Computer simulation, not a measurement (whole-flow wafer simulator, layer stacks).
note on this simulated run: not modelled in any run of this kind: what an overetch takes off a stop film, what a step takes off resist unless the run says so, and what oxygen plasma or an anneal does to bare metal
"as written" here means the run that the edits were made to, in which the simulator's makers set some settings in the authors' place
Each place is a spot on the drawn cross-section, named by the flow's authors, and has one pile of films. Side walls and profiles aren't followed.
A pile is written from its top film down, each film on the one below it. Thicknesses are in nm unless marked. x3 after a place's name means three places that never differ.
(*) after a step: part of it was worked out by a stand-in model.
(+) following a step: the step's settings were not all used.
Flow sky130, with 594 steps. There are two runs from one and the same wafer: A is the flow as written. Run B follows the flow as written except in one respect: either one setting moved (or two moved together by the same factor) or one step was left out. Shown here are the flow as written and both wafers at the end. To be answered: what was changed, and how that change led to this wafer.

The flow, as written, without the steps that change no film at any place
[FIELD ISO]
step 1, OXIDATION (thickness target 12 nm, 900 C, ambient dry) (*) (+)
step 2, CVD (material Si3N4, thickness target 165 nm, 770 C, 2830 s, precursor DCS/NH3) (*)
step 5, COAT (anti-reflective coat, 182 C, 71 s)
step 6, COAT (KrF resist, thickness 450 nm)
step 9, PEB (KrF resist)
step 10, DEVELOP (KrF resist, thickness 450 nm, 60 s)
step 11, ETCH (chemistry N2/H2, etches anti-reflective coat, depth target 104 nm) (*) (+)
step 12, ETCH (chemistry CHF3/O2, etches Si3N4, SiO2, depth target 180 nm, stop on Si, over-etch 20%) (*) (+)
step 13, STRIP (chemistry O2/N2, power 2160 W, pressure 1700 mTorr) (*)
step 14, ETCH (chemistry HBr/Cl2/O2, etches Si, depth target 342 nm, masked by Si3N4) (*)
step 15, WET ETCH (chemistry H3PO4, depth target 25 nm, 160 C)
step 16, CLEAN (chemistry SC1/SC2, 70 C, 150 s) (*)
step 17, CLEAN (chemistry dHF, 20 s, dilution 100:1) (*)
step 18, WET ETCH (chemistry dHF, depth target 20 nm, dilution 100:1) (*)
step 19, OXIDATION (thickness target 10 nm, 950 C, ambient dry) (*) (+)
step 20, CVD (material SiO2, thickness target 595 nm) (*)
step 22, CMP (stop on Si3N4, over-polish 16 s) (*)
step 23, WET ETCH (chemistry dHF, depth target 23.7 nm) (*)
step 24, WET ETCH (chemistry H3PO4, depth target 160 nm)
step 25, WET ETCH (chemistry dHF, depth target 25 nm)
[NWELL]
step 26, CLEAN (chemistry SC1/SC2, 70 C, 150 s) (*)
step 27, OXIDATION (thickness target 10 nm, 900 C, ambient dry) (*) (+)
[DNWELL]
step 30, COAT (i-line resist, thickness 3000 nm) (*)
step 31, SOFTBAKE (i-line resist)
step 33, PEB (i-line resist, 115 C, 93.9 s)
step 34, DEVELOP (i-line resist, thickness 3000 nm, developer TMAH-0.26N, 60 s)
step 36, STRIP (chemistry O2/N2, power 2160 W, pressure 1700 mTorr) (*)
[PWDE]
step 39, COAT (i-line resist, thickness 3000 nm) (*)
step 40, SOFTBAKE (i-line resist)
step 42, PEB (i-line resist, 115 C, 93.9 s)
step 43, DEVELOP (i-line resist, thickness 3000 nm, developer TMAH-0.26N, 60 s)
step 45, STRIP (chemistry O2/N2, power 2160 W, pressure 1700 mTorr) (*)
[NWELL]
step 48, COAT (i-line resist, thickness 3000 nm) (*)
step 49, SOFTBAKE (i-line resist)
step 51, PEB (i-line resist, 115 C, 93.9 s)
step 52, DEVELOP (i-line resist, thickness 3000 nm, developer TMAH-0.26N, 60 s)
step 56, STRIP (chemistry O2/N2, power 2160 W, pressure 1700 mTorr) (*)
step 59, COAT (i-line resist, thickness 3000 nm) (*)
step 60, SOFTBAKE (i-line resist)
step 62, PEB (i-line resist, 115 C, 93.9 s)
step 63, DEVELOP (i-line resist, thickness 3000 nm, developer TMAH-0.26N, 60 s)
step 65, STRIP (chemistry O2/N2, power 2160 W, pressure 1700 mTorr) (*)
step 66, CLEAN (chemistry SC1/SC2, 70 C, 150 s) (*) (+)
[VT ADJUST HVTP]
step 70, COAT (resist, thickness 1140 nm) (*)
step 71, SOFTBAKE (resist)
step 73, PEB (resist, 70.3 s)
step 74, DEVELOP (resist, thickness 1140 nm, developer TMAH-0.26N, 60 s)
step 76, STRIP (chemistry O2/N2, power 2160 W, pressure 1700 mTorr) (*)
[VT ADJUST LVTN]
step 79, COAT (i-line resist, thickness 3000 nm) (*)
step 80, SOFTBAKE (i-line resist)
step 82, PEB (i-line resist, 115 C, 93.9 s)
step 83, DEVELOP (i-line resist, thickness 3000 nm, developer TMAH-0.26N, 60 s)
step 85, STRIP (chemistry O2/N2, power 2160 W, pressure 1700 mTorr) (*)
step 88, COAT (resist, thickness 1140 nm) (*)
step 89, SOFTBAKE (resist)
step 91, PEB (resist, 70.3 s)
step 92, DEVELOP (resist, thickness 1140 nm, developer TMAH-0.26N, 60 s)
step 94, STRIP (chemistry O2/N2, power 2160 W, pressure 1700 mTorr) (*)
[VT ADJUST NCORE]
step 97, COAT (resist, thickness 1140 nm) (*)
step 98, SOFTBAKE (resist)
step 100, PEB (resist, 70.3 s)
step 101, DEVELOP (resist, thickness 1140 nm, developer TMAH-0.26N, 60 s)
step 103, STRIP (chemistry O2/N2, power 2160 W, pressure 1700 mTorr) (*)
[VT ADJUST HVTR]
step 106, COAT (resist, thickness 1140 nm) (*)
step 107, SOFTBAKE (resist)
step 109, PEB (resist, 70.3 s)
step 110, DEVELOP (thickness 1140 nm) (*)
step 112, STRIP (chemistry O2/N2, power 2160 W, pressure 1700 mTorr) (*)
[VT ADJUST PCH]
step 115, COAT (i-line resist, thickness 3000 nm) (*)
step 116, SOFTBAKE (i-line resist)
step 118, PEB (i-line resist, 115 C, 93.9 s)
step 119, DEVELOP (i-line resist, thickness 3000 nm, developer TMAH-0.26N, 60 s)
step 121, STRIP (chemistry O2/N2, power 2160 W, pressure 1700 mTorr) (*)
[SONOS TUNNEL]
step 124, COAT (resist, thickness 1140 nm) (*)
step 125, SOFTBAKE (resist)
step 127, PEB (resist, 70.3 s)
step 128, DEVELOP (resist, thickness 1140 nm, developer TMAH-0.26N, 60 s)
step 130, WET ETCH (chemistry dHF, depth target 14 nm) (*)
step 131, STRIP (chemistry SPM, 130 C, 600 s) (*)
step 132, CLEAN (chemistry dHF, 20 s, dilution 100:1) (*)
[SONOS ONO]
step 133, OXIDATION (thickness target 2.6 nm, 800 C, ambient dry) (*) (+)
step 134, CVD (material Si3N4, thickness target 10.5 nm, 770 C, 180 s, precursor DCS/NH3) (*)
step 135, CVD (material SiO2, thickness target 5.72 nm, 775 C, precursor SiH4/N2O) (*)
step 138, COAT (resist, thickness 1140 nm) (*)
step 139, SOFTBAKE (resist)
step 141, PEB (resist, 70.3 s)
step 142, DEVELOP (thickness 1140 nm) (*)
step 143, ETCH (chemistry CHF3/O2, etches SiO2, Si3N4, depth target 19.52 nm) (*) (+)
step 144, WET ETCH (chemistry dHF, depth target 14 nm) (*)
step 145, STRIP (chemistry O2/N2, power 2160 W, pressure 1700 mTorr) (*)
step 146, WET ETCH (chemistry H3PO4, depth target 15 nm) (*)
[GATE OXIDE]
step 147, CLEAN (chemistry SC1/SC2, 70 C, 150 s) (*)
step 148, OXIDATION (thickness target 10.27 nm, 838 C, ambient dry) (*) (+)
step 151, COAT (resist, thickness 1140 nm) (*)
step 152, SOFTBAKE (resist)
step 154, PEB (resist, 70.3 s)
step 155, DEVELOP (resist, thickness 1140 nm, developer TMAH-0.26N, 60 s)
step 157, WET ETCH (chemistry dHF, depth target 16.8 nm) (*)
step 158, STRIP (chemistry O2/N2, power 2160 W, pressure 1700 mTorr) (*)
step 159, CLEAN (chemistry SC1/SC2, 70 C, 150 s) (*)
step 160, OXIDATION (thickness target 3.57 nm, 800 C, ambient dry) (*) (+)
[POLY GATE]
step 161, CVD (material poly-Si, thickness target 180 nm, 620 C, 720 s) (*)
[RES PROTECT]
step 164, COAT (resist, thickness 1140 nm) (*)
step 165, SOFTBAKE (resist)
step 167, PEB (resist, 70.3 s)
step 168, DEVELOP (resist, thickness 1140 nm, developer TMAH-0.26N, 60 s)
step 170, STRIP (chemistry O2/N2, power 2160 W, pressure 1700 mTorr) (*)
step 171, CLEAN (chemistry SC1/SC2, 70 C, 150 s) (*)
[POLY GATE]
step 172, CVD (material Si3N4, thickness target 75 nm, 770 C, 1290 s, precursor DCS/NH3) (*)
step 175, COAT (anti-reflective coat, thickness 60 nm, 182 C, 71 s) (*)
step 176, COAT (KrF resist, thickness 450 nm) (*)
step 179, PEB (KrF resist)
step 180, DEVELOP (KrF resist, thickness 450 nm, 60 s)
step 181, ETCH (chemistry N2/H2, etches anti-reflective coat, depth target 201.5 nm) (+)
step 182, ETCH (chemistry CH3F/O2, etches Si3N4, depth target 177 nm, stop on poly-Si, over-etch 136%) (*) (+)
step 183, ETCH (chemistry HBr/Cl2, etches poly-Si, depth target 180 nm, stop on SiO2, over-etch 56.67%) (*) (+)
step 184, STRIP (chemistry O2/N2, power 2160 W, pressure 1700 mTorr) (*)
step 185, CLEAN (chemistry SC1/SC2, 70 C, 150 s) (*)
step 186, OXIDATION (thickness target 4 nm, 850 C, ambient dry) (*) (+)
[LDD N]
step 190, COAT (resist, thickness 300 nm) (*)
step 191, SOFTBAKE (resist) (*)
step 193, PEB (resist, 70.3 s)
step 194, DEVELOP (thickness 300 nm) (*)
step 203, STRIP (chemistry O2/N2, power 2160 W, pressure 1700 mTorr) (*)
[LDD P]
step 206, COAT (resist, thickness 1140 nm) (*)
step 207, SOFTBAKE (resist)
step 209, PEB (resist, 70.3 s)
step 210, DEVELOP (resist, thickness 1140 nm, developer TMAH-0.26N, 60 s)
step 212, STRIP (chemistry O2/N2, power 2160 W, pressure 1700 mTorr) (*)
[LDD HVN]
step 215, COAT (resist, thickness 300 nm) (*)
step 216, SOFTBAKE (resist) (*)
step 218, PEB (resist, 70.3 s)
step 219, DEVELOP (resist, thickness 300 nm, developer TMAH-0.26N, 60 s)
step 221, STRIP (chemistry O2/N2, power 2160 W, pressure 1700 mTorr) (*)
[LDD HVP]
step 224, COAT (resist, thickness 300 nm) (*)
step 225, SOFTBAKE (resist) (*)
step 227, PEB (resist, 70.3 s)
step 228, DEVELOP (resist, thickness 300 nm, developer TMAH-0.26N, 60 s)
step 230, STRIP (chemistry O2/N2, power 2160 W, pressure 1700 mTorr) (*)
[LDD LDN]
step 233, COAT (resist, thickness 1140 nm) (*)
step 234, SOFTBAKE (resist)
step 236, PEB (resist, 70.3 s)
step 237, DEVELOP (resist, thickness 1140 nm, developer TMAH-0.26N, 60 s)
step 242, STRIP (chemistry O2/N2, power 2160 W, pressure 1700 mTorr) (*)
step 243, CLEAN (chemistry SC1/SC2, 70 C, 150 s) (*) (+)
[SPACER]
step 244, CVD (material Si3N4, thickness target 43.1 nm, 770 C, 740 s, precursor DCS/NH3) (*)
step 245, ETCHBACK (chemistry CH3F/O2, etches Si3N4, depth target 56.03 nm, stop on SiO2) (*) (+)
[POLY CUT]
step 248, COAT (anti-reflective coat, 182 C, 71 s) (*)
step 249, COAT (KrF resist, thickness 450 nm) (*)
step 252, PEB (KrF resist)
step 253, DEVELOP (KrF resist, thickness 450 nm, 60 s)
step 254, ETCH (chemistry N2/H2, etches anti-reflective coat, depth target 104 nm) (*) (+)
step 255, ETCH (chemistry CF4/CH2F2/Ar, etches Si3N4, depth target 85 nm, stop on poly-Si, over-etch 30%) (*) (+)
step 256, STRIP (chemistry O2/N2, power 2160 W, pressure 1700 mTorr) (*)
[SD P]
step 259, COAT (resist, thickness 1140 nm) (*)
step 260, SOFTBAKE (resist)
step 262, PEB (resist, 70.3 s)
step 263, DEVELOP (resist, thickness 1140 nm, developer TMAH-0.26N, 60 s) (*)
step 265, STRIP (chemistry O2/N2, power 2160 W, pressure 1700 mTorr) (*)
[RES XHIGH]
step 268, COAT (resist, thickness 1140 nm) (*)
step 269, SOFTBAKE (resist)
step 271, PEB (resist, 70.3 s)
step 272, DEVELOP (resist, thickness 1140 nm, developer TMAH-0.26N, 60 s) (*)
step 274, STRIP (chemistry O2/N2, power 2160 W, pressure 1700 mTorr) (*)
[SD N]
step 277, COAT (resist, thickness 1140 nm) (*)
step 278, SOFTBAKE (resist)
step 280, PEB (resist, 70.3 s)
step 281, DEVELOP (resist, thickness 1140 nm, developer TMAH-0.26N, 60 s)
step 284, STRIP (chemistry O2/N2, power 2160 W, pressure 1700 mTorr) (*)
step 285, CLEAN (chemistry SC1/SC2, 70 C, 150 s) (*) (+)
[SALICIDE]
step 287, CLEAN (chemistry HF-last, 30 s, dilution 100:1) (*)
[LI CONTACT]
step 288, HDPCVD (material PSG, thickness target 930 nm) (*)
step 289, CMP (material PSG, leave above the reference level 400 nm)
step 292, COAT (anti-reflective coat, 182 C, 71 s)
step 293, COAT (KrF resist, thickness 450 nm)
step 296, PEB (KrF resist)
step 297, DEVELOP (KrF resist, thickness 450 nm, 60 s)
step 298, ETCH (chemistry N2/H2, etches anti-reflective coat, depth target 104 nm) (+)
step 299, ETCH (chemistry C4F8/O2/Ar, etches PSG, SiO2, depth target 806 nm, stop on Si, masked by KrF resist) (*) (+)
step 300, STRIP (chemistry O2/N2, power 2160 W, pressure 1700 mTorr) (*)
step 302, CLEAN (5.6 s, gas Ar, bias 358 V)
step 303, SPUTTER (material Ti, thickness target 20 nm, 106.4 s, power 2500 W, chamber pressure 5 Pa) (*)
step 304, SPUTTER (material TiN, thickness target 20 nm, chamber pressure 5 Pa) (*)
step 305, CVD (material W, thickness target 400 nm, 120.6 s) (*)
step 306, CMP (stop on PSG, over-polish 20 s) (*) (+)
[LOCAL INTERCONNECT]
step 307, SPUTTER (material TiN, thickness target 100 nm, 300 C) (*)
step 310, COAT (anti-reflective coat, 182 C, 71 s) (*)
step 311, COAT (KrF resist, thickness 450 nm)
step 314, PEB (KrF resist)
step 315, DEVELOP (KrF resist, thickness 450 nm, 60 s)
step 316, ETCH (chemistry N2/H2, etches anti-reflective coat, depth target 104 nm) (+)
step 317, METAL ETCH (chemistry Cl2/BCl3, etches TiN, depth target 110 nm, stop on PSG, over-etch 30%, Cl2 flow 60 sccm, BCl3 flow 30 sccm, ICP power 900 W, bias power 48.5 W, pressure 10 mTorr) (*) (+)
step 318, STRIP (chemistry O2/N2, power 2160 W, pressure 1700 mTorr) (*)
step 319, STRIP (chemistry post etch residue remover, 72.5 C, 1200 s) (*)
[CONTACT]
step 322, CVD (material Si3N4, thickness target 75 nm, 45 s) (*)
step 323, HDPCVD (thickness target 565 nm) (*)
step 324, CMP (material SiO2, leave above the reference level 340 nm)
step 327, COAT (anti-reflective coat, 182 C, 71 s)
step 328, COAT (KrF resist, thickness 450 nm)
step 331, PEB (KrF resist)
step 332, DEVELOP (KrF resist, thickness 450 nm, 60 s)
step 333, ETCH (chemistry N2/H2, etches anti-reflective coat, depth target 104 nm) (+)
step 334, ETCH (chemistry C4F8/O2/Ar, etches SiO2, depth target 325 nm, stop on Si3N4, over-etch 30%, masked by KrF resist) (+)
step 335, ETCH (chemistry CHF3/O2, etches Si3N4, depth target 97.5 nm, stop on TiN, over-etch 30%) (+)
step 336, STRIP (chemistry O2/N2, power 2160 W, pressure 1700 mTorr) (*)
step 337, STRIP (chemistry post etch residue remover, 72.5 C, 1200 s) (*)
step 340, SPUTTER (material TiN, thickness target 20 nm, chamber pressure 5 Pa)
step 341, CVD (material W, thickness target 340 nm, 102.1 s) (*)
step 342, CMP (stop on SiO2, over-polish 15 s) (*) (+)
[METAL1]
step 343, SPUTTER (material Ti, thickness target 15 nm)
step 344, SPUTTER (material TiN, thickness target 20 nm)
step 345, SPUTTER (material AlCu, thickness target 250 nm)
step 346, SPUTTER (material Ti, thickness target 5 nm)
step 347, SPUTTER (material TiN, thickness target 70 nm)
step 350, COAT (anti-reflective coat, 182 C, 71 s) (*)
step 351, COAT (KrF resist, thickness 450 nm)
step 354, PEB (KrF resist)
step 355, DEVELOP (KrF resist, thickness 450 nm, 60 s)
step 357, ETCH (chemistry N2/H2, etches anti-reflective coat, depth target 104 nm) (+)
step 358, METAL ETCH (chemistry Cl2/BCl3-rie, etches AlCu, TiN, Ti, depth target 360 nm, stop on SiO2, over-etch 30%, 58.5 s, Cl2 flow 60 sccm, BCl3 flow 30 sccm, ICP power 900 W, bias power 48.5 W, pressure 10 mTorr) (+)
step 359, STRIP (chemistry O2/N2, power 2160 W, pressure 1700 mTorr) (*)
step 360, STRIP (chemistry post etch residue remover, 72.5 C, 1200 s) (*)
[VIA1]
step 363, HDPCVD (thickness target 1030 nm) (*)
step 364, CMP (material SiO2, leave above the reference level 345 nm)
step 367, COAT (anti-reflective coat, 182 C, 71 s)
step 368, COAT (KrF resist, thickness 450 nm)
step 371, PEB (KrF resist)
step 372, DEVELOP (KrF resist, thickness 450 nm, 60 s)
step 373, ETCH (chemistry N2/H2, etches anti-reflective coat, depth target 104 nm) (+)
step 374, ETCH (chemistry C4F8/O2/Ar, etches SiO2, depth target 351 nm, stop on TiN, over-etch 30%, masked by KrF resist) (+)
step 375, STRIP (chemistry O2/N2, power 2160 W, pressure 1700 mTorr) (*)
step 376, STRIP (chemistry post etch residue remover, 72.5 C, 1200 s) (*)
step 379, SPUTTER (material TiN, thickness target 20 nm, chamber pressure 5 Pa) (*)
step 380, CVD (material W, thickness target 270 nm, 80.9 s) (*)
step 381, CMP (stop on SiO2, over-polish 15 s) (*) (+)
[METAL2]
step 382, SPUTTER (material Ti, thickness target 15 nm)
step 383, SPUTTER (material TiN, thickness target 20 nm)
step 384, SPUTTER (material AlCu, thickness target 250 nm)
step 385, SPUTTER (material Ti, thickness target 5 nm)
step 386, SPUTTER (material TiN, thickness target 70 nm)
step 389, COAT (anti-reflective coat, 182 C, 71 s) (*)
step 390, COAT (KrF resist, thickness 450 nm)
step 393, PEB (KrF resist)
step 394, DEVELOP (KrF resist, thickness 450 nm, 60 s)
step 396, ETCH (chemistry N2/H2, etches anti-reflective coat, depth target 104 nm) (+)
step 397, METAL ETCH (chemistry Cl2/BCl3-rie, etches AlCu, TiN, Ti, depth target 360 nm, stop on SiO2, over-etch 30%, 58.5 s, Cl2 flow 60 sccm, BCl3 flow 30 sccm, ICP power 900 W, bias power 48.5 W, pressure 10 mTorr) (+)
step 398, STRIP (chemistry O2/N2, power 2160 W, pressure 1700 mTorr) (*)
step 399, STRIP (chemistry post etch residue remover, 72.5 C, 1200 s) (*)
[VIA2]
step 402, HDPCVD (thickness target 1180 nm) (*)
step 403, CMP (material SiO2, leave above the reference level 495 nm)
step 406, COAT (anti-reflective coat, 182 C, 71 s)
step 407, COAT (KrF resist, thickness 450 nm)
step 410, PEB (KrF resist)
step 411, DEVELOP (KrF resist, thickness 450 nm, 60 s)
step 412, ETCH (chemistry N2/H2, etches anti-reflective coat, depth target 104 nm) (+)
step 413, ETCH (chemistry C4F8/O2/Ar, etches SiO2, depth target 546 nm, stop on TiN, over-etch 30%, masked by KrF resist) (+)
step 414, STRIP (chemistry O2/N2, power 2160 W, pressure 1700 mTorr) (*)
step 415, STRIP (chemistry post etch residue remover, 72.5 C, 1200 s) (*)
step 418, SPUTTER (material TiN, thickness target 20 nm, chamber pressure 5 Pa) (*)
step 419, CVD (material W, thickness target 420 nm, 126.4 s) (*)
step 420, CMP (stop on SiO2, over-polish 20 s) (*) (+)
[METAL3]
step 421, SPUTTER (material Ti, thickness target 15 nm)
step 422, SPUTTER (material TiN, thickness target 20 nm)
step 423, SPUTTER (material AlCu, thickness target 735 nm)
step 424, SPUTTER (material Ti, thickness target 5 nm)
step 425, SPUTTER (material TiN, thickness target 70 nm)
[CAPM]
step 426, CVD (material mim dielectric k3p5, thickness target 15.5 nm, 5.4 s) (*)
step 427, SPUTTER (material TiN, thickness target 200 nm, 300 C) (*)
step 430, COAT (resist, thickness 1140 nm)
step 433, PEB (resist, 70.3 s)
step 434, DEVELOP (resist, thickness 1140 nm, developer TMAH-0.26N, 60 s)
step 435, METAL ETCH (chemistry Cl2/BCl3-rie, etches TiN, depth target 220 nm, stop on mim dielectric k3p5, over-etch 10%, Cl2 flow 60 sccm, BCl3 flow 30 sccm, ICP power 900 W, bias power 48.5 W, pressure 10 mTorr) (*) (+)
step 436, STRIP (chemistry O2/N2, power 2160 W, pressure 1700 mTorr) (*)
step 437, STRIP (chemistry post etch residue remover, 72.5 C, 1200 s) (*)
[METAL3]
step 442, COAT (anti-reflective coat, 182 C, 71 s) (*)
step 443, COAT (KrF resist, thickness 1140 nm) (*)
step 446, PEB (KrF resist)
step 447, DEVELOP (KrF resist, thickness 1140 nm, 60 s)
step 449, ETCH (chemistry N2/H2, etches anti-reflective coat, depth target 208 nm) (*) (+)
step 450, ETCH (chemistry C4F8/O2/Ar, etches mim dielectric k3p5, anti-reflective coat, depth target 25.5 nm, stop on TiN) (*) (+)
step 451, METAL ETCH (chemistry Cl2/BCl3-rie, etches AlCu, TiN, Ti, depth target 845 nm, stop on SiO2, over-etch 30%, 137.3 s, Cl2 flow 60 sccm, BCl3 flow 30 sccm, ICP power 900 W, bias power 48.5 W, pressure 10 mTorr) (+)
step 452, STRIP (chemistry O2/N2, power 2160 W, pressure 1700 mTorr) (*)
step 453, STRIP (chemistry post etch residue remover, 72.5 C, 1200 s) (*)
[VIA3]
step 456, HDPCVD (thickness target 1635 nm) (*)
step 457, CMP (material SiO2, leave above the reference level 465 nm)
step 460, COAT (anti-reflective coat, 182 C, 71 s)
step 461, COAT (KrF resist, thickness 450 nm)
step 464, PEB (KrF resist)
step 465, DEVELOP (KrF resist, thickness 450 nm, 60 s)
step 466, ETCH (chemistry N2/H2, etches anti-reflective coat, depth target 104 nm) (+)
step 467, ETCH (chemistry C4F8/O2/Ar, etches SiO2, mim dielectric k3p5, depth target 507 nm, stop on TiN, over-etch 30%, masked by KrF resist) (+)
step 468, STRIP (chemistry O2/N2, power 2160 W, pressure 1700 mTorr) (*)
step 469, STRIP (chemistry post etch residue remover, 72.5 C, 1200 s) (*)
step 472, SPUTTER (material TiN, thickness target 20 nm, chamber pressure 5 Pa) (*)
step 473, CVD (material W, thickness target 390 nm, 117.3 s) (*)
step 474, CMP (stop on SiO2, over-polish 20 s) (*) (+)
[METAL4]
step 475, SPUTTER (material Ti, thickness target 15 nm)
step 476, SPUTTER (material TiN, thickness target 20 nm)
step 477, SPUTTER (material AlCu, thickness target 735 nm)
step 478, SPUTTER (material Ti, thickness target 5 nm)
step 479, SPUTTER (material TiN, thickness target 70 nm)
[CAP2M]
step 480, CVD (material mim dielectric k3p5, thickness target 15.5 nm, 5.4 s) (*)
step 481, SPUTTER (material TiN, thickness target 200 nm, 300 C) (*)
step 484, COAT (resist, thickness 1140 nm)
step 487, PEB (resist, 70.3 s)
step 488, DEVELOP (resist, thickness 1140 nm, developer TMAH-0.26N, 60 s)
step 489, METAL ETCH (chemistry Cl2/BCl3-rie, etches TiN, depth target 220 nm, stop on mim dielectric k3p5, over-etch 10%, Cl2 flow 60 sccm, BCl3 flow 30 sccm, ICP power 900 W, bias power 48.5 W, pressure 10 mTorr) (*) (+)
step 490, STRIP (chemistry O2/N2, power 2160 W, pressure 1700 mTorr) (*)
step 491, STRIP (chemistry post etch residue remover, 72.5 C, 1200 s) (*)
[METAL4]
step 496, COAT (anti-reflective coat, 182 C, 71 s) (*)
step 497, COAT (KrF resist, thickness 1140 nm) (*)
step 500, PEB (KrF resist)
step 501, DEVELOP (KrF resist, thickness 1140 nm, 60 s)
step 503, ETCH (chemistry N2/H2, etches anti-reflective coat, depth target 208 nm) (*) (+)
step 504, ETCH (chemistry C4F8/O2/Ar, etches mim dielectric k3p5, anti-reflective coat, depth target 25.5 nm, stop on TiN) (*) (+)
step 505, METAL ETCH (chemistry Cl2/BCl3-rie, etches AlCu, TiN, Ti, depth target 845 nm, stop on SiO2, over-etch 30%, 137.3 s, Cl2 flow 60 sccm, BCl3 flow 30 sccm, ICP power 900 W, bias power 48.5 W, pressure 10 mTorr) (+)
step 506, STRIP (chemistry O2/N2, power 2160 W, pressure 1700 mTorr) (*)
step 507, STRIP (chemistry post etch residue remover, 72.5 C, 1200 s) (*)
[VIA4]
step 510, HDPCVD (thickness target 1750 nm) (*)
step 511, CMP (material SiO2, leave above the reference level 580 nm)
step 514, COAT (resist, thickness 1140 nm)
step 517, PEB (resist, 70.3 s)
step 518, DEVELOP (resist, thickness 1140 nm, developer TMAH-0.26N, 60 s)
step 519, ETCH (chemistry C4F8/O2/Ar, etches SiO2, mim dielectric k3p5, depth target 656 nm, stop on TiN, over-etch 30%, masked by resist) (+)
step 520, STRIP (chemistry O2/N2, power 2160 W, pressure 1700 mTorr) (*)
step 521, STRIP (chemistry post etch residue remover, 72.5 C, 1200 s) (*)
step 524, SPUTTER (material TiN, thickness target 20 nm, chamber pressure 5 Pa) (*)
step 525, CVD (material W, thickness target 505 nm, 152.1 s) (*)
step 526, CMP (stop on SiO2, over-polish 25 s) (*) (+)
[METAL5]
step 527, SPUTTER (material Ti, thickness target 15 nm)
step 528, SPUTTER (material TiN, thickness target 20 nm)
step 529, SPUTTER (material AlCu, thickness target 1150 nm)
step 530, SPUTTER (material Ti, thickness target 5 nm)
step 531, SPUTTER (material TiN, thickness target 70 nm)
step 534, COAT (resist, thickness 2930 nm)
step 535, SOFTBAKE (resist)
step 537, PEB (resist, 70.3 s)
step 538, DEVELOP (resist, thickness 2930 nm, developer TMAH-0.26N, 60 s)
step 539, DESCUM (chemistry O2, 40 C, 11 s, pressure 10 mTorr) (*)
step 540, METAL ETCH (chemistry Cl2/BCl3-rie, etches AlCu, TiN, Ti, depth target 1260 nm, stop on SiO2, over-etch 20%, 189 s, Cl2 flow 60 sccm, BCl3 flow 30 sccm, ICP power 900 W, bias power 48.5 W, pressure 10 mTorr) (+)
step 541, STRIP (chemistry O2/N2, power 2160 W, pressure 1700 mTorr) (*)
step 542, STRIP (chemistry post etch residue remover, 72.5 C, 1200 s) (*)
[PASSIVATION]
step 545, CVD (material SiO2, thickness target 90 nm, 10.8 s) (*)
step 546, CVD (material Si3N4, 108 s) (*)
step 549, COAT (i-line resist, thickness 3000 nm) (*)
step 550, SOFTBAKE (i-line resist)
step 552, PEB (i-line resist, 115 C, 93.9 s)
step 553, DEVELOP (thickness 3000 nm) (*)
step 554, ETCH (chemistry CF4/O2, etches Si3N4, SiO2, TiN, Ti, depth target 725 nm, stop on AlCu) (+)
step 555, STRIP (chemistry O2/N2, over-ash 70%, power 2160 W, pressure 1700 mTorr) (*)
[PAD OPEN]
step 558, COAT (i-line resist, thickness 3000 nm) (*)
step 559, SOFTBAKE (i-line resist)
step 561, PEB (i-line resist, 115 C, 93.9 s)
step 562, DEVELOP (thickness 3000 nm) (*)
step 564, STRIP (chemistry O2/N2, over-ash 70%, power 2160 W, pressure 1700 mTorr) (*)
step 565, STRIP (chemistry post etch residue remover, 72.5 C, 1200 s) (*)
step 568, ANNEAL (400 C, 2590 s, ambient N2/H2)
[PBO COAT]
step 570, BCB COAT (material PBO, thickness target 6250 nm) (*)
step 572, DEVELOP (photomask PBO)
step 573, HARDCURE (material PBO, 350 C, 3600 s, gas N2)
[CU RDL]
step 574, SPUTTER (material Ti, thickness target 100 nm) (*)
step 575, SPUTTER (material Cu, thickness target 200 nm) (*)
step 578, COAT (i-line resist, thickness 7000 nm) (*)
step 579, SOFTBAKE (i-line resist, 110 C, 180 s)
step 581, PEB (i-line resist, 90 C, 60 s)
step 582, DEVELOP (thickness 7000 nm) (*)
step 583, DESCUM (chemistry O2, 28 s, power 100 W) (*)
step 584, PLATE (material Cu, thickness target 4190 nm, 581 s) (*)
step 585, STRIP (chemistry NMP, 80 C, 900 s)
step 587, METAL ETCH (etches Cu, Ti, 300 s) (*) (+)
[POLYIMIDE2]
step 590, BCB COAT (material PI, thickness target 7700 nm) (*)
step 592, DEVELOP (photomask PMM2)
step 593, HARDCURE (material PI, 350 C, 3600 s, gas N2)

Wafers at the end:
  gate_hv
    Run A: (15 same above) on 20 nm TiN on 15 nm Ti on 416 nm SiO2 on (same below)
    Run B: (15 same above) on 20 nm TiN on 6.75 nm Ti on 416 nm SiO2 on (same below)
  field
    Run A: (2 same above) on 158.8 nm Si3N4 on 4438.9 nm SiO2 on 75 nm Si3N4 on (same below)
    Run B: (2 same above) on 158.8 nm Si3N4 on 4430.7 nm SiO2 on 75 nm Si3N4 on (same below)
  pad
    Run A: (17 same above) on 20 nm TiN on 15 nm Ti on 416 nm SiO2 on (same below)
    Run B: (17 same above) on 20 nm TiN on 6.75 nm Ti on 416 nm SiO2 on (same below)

The reason: step 421, SPUTTER: thickness target 6.75 nm was run, while the flow as written has thickness target 15 nm.
The wafer itself shows it: gate_hv has Ti 6.75, and step 421 as written asks for 15 nm.

The path from the change to this, step by step:
  step 421, SPUTTER (material Ti, thickness target 15 nm)
      field, active, n_well and 188 more: A +15 Ti (new film) | B +6.75 Ti (new film)
  step 451, METAL ETCH (chemistry Cl2/BCl3-rie, etches AlCu, TiN, Ti, depth target 845 nm, stop on SiO2, over-etch 30%, 137.3 s, Cl2 flow 60 sccm, BCl3 flow 30 sccm, ICP power 900 W, bias power 48.5 W, pressure 10 mTorr) (+)
      field, gate, spacer and 68 more: A -70 TiN (all of it), -5 Ti (all of it), -735 AlCu (all of it), -20 TiN (all of it), -15 Ti (all of it), -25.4 SiO2 | B -70 TiN (all of it), -5 Ti (all of it), -735 AlCu (all of it), -20 TiN (all of it), -6.75 Ti (all of it), -26.2 SiO2
      active, vpp_ln, vpp_iso2 and 11 more: A -70 TiN (all of it), -5 Ti (all of it), -735 AlCu (all of it), -20 TiN (all of it), -15 Ti (all of it), -25.3 SiO2 | B -70 TiN (all of it), -5 Ti (all of it), -735 AlCu (all of it), -20 TiN (all of it), -6.75 Ti (all of it), -26.2 SiO2
